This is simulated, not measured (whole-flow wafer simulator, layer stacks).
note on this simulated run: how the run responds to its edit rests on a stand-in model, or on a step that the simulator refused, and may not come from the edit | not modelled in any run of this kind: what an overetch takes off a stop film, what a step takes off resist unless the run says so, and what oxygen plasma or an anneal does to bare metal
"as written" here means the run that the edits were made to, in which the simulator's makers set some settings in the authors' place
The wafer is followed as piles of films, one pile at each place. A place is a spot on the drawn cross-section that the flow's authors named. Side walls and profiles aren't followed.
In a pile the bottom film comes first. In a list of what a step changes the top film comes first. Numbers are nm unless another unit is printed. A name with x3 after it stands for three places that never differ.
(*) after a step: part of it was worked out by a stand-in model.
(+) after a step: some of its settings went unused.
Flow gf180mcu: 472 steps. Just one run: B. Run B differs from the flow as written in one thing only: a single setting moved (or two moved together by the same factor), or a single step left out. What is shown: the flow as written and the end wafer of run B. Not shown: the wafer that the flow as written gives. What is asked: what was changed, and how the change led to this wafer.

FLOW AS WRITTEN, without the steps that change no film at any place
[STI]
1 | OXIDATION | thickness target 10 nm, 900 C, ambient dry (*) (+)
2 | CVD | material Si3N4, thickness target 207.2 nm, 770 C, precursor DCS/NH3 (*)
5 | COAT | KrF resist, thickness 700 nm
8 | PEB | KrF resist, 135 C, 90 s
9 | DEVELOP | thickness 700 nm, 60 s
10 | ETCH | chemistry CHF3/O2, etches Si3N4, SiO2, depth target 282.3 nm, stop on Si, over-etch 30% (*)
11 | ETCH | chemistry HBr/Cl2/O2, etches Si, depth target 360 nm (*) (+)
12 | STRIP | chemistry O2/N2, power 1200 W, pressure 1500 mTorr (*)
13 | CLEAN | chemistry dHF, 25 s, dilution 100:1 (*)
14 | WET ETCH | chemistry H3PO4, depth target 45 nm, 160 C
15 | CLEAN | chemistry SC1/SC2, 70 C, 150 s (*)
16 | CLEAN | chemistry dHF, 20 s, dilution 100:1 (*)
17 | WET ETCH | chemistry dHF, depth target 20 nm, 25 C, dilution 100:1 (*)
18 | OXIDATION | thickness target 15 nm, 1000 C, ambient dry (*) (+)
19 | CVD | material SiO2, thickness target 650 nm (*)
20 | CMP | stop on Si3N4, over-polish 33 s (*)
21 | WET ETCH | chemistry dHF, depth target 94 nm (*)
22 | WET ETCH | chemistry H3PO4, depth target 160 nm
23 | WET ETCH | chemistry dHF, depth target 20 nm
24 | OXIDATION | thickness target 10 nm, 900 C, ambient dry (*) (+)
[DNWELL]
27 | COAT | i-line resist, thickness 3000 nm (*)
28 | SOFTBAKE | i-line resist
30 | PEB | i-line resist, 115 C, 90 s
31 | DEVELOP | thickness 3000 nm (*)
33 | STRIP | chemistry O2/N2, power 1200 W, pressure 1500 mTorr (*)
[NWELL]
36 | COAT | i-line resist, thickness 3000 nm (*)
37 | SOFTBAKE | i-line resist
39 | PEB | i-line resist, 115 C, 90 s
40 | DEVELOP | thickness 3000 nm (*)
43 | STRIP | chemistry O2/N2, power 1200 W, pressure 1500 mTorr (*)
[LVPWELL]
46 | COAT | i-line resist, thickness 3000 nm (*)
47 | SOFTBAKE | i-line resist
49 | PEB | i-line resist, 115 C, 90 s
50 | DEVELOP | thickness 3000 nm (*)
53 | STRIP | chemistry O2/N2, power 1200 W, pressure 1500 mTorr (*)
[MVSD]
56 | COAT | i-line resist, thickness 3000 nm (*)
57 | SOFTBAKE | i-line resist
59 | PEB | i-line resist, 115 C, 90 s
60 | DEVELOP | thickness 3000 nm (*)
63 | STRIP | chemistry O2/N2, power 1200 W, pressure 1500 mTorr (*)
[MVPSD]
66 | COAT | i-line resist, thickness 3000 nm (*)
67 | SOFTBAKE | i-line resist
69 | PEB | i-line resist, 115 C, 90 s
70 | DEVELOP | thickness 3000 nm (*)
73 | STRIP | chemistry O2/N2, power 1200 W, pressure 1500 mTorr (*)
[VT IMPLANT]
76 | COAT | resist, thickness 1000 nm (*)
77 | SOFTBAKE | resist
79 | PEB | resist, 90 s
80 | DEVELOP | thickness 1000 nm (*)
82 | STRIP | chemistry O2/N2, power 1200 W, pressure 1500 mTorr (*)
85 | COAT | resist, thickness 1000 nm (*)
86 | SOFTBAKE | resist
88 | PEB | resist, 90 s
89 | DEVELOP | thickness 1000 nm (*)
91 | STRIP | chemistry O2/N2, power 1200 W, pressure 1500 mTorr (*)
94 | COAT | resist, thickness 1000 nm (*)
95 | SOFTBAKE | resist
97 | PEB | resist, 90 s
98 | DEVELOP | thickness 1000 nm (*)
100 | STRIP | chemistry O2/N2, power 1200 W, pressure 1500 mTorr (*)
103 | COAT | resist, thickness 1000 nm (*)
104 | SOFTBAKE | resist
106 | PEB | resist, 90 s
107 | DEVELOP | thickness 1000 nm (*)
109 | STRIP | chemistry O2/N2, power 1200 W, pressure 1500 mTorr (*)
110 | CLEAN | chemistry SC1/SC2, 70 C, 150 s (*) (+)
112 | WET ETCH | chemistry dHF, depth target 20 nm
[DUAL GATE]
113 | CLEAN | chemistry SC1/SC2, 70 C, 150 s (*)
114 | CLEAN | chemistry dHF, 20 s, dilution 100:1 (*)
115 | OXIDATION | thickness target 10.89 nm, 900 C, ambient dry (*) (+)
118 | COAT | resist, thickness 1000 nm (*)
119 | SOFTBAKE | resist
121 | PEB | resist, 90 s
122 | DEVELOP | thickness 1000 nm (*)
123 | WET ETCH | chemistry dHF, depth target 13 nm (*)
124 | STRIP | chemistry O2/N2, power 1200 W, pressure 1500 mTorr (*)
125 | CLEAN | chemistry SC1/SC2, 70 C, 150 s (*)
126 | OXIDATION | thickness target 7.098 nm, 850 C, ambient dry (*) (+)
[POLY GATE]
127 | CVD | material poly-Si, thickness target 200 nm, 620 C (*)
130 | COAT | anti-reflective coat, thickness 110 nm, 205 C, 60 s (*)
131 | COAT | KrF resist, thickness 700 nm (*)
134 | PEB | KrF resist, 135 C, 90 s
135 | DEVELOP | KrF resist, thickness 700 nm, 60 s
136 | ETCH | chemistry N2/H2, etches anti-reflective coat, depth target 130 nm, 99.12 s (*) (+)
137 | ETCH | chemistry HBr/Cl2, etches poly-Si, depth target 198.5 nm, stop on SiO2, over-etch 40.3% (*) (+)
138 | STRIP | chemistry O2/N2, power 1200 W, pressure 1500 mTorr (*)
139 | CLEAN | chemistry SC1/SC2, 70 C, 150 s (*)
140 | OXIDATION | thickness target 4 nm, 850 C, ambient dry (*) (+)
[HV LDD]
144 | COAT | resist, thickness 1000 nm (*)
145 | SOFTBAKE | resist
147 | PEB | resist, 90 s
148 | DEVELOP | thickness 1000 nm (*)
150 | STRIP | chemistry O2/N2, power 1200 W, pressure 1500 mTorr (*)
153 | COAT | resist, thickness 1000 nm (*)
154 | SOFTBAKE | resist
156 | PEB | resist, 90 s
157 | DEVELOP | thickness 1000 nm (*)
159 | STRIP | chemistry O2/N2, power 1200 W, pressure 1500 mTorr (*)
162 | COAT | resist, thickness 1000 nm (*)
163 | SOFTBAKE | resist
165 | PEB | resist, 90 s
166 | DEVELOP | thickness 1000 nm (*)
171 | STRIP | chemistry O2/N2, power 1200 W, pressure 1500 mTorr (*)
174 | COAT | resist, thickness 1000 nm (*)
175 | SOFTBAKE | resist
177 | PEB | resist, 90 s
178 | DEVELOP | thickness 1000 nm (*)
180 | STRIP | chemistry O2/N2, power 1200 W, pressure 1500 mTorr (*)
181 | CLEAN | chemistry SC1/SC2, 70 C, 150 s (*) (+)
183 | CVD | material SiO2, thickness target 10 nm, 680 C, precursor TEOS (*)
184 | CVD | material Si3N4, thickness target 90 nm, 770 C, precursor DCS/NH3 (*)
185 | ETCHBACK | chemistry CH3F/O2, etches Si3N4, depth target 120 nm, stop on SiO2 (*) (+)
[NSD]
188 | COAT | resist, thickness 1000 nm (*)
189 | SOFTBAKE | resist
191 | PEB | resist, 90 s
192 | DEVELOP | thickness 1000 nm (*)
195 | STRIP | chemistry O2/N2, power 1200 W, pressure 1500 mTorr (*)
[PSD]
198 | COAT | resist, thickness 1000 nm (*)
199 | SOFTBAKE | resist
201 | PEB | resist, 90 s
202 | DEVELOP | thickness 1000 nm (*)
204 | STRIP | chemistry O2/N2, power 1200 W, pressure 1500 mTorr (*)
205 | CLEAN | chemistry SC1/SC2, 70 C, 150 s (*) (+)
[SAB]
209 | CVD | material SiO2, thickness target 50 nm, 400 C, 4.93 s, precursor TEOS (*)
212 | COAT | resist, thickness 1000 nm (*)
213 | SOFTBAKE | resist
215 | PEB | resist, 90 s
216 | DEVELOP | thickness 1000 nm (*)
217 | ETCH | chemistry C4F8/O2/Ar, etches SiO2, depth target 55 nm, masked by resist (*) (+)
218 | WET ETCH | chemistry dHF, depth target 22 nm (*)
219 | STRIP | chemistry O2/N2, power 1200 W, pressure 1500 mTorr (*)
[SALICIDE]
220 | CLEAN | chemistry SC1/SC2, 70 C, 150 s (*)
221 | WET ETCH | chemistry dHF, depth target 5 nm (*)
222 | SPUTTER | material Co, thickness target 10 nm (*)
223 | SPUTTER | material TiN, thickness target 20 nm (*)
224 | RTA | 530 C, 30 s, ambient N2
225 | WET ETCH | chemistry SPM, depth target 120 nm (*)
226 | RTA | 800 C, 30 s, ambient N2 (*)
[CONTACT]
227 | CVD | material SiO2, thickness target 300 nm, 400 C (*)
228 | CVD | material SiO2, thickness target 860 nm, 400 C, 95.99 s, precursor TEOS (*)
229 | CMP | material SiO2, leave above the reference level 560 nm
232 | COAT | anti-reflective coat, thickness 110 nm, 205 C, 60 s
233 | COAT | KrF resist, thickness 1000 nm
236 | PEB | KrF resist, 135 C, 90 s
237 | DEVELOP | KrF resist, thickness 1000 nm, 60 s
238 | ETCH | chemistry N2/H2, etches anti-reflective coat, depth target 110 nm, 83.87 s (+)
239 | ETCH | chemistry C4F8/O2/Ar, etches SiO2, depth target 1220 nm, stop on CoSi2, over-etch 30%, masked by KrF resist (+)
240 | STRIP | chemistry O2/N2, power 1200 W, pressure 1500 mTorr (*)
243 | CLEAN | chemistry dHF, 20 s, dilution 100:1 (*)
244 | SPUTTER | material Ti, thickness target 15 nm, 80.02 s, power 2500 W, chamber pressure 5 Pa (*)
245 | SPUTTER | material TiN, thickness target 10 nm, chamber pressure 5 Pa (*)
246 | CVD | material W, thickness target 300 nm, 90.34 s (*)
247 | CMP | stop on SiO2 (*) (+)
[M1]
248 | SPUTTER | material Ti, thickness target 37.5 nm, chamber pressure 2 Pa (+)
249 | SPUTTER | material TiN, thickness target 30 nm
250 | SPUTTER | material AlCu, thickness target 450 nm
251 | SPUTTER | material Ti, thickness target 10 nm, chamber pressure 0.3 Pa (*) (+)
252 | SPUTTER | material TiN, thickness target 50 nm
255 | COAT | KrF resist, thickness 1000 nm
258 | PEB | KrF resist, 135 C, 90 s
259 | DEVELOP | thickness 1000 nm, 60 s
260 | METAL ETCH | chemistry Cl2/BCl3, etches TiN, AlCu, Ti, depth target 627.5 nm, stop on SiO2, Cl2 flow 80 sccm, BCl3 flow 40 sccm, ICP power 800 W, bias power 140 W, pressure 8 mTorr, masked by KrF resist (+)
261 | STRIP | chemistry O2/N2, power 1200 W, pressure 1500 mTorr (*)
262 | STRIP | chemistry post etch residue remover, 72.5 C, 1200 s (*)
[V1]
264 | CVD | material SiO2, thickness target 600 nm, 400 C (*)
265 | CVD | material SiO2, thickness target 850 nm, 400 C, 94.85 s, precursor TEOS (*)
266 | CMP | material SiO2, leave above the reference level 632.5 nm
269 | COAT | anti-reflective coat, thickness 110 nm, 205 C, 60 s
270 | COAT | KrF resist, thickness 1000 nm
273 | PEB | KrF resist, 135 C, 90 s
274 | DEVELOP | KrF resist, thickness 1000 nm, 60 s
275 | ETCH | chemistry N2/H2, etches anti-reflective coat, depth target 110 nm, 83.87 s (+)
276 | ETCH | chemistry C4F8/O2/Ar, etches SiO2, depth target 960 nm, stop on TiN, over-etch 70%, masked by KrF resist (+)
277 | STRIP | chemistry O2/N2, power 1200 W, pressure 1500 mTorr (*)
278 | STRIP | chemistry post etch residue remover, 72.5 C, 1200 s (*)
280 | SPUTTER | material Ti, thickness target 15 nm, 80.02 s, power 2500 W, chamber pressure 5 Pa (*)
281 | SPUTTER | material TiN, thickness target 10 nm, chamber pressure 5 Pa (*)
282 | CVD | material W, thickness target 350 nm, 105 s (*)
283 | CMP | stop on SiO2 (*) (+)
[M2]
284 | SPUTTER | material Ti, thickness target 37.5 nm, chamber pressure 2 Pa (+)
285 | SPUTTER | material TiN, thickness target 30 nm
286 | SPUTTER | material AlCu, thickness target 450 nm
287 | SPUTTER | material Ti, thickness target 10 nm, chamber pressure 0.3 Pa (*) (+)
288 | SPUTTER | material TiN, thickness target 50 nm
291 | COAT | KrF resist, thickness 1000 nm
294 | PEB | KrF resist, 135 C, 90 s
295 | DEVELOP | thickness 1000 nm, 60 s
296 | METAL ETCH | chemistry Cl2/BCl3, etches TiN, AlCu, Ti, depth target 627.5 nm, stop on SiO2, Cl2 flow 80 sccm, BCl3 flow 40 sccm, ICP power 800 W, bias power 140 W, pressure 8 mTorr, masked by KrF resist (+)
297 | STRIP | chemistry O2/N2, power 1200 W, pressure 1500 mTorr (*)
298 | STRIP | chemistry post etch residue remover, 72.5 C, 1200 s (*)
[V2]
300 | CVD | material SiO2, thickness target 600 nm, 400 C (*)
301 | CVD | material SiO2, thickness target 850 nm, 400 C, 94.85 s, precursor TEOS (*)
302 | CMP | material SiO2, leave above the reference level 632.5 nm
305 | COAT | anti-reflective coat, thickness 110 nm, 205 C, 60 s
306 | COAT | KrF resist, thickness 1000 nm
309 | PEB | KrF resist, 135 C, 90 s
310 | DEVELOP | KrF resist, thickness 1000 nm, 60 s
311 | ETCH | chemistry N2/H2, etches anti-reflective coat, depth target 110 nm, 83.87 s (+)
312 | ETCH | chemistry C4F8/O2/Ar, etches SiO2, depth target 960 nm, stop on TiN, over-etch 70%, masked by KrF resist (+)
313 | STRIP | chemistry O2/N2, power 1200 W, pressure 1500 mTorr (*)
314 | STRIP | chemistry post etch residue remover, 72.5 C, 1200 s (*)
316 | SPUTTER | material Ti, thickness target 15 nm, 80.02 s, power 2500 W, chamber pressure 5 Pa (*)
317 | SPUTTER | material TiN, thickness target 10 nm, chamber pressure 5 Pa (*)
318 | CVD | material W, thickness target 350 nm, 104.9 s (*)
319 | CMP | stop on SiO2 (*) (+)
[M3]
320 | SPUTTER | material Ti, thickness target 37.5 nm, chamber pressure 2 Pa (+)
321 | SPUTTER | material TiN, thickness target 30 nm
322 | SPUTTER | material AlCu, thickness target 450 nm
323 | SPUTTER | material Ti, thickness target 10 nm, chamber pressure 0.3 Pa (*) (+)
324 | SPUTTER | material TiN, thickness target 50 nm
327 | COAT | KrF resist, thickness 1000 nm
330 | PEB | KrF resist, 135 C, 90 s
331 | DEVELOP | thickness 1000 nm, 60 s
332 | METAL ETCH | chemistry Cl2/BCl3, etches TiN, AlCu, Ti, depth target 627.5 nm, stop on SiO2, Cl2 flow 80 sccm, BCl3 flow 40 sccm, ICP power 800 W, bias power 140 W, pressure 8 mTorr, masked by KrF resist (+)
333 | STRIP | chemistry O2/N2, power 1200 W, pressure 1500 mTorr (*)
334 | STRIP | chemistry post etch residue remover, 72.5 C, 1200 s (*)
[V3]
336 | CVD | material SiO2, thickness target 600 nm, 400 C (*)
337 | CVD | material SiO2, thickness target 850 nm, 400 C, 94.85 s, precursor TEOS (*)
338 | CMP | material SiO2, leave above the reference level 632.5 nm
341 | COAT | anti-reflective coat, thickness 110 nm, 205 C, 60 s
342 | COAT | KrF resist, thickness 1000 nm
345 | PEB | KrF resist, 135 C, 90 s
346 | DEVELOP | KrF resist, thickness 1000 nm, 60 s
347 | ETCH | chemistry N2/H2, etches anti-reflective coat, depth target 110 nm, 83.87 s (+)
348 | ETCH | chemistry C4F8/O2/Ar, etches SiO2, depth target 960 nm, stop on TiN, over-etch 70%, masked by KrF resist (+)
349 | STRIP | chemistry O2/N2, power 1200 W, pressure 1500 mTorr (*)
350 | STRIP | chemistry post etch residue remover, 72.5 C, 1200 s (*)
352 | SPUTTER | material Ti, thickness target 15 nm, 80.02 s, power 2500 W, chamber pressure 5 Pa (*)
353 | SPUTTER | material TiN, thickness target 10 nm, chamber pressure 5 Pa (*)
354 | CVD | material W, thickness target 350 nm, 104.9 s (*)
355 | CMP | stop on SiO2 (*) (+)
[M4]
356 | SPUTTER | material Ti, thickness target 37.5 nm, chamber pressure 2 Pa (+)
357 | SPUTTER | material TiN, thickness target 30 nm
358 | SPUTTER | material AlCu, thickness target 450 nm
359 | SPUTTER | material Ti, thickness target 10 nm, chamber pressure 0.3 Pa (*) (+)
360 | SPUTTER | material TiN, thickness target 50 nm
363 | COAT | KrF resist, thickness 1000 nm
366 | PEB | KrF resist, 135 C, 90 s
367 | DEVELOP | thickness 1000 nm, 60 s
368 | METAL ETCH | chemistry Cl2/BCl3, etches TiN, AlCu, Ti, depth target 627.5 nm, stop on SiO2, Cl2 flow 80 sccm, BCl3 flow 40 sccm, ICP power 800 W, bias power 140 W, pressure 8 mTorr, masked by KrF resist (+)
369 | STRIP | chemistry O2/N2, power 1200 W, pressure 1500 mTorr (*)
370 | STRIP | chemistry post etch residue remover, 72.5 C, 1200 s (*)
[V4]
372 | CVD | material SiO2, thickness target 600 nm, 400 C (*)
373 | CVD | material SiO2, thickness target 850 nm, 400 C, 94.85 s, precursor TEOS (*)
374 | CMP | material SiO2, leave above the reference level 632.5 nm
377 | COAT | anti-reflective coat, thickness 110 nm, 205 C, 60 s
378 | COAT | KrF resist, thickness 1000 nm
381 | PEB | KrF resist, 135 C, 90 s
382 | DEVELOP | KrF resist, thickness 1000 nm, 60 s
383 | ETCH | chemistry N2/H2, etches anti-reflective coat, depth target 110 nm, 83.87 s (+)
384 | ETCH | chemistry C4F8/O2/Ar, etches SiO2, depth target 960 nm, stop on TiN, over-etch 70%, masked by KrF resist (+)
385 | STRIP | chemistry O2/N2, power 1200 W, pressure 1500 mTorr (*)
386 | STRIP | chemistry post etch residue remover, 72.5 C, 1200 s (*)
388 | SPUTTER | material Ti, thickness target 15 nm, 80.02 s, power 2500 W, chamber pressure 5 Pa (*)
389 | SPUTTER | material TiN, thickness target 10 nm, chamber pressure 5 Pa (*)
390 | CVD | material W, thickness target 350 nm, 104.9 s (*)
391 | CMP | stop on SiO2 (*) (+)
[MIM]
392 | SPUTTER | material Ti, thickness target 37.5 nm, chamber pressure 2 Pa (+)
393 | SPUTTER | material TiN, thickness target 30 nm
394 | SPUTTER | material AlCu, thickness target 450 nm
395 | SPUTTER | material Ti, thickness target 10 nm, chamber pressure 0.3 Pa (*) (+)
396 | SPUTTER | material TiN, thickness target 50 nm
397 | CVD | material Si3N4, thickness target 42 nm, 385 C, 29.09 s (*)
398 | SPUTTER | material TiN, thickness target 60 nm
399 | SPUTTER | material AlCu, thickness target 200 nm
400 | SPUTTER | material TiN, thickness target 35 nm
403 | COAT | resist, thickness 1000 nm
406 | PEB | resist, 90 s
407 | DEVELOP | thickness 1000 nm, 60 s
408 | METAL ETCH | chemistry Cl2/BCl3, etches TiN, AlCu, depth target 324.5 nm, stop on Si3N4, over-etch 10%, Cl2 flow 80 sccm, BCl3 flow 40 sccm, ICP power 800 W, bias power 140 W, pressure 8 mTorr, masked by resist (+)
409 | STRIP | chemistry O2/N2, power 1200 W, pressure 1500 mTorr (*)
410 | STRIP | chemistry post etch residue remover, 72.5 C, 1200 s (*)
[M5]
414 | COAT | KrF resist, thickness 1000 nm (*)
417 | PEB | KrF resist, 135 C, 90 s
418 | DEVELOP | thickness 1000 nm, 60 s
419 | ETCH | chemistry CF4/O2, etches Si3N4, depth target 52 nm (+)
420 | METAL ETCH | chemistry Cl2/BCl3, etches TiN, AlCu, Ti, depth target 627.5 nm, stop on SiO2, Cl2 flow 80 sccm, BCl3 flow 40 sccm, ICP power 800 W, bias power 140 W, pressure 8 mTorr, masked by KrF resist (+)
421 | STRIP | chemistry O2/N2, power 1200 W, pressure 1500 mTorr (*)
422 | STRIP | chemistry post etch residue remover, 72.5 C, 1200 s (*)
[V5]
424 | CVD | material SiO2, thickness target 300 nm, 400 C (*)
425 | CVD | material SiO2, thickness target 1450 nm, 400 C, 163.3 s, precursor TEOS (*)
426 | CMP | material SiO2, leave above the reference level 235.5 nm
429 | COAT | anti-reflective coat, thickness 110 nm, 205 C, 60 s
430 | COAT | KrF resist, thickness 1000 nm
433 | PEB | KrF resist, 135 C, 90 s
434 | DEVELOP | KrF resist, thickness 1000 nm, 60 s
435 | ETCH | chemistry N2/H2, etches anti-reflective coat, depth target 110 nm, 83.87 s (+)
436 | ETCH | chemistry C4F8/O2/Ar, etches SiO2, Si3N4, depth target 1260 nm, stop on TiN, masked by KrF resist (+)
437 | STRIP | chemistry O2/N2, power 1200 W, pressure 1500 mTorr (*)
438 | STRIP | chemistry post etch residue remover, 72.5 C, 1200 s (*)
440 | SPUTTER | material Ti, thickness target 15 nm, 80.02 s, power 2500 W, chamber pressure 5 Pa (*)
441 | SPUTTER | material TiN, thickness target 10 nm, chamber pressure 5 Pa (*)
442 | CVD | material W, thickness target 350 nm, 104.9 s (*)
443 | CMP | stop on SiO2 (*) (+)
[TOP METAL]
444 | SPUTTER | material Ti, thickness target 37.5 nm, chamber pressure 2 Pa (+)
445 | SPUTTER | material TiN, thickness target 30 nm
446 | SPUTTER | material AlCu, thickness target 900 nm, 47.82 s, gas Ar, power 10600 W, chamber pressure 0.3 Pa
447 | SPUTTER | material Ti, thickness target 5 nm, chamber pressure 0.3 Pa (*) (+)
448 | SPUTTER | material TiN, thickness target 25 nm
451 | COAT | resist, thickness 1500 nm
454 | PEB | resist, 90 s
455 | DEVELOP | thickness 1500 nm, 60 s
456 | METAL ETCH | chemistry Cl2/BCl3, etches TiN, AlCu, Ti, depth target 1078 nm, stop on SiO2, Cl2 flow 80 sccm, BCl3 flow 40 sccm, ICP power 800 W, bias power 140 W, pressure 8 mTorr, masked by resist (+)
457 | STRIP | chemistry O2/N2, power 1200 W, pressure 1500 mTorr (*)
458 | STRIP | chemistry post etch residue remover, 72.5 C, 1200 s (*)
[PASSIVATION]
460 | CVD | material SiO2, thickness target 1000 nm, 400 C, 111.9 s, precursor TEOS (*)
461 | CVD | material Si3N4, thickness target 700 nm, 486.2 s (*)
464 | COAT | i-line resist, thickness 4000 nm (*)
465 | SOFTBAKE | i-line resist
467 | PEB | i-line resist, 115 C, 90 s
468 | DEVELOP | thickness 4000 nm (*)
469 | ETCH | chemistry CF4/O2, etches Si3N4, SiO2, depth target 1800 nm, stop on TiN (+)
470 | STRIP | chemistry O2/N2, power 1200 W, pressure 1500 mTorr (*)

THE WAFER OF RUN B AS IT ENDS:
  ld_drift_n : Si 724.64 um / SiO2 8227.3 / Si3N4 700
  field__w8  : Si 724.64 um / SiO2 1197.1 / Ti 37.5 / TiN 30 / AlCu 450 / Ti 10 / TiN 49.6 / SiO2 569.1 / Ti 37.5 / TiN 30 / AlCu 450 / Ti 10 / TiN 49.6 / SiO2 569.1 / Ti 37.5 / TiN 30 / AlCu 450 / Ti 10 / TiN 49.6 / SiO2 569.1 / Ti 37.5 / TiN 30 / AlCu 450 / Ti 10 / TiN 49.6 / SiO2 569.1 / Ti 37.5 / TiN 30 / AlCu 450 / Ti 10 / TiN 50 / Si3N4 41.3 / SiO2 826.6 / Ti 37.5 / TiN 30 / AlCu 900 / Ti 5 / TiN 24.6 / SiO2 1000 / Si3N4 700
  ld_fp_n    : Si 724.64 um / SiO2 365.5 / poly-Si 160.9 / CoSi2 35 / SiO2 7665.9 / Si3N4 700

Cause: step 23, WET ETCH: depth target 32 nm was run, while the flow as written has depth target 20 nm.

Step by step, how the change led to this:
  23 | WET ETCH | chemistry dHF, depth target 20 nm
      field, field_sub, sti and 34 more: SiO2 loses 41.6 (as written it would have been: SiO2 loses 26)
  28 | SOFTBAKE | i-line resist
      nw_enc_fld: i-line resist gains 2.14 (as written it would have been: i-line resist loses 1.52)
      ldp_dft, ldp_drn: i-line resist gains 3.19 (as written it would have been: i-line resist gains 5.18)
      (as well as at 51 more places)
  37 | SOFTBAKE | i-line resist
      nw_enc_fld: i-line resist gains 2.14 (as written it would have been: i-line resist loses 1.52)
      ldp_dft, ldp_drn: i-line resist gains 3.19 (as written it would have been: i-line resist gains 5.18)
      (as well as at 51 more places)
  47 | SOFTBAKE | i-line resist
      nw_enc_fld: i-line resist gains 2.14 (as written it would have been: i-line resist loses 1.52)
      ldp_dft, ldp_drn: i-line resist gains 3.19 (as written it would have been: i-line resist gains 5.18)
      (as well as at 51 more places)
  57 | SOFTBAKE | i-line resist
      nw_enc_fld: i-line resist gains 2.14 (as written it would have been: i-line resist loses 1.52)
      ldp_dft, ldp_drn: i-line resist gains 3.19 (as written it would have been: i-line resist gains 5.18)
      (as well as at 51 more places)
  67 | SOFTBAKE | i-line resist
      nw_enc_fld: i-line resist gains 2.14 (as written it would have been: i-line resist loses 1.52)
      ldp_dft, ldp_drn: i-line resist gains 3.19 (as written it would have been: i-line resist gains 5.18)
      (as well as at 51 more places)
  130 | COAT | anti-reflective coat, thickness 110 nm, 205 C, 60 s (*)
      p_well, spacer, sd_n: anti-reflective coat gains 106 (new film) (as written it would have been: anti-reflective coat gains 121 (new film))
      field__w1: anti-reflective coat gains 108.8 (new film) (as written it would have been: anti-reflective coat gains 99.6 (new film))
      (as well as at 71 more places)
  136 | ETCH | chemistry N2/H2, etches anti-reflective coat, depth target 130 nm, 99.12 s (*) (+)
      p_well, spacer, sd_n: anti-reflective coat loses 106 (all of it), poly-Si loses 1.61 (as written it would have been: anti-reflective coat loses 121 (all of it), poly-Si loses 1.23)
      field__w1: anti-reflective coat loses 108.8 (all of it), poly-Si loses 1.54 (as written it would have been: anti-reflective coat loses 99.6 (all of it), poly-Si loses 1.78)
      (as well as at 50 more places)
  138 | STRIP | chemistry O2/N2, power 1200 W, pressure 1500 mTorr (*)
      gate: chemical SiO2 gains 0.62 (new film), KrF resist loses 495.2 (all of it), anti-reflective coat loses 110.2 (all of it), poly-Si loses 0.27 (as written it would have been: chemical SiO2 gains 0.62 (new film), KrF resist loses 496.5 (all of it), anti-reflective coat loses 117 (all of it), poly-Si loses 0.27)
      gate_hv: chemical SiO2 gains 0.62 (new film), KrF resist loses 492.6 (all of it), anti-reflective coat loses 106 (all of it), poly-Si loses 0.27 (as written it would have been: chemical SiO2 gains 0.62 (new film), KrF resist loses 495.3 (all of it), anti-reflective coat loses 109.8 (all of it), poly-Si loses 0.27)
      (as well as at 19 more places)
  144 | COAT | resist, thickness 1000 nm (*)
      field__w6: resist gains 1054 (new film) (as written it would have been: resist gains 1022.5 (new film))
  145 | SOFTBAKE | resist
      field: resist gains 0.7 (as written it would have been: nothing)
      nw_enc_fld_lv__w3: resist loses 0.39 (as written it would have been: resist gains 0.39)
      (as well as at 2 more places)
  147 | PEB | resist, 90 s
      field__w6: resist loses 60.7 (as written it would have been: resist loses 58.6)
  150 | STRIP | chemistry O2/N2, power 1200 W, pressure 1500 mTorr (*)
      field__w6: resist loses 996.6 (all of it) (as written it would have been: resist loses 965.9 (all of it))
  153 | COAT | resist, thickness 1000 nm (*)
      field__w6: resist gains 1054 (new film) (as written it would have been: resist gains 1022.5 (new film))
  154 | SOFTBAKE | resist
      field: resist gains 0.7 (as written it would have been: nothing)
      nw_enc_fld_lv__w3: resist loses 0.39 (as written it would have been: resist gains 0.39)
      (as well as at 2 more places)
  156 | PEB | resist, 90 s
      field__w6: resist loses 60.7 (as written it would have been: resist loses 58.6)
  ... 22 other steps ...
  239 | ETCH | chemistry C4F8/O2/Ar, etches SiO2, depth target 1220 nm, stop on CoSi2, over-etch 30%, masked by KrF resist (+)
      polyc_n, polyc_p: SiO2 loses 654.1 (all of it) (as written it would have been: SiO2 loses 638.6 (all of it))
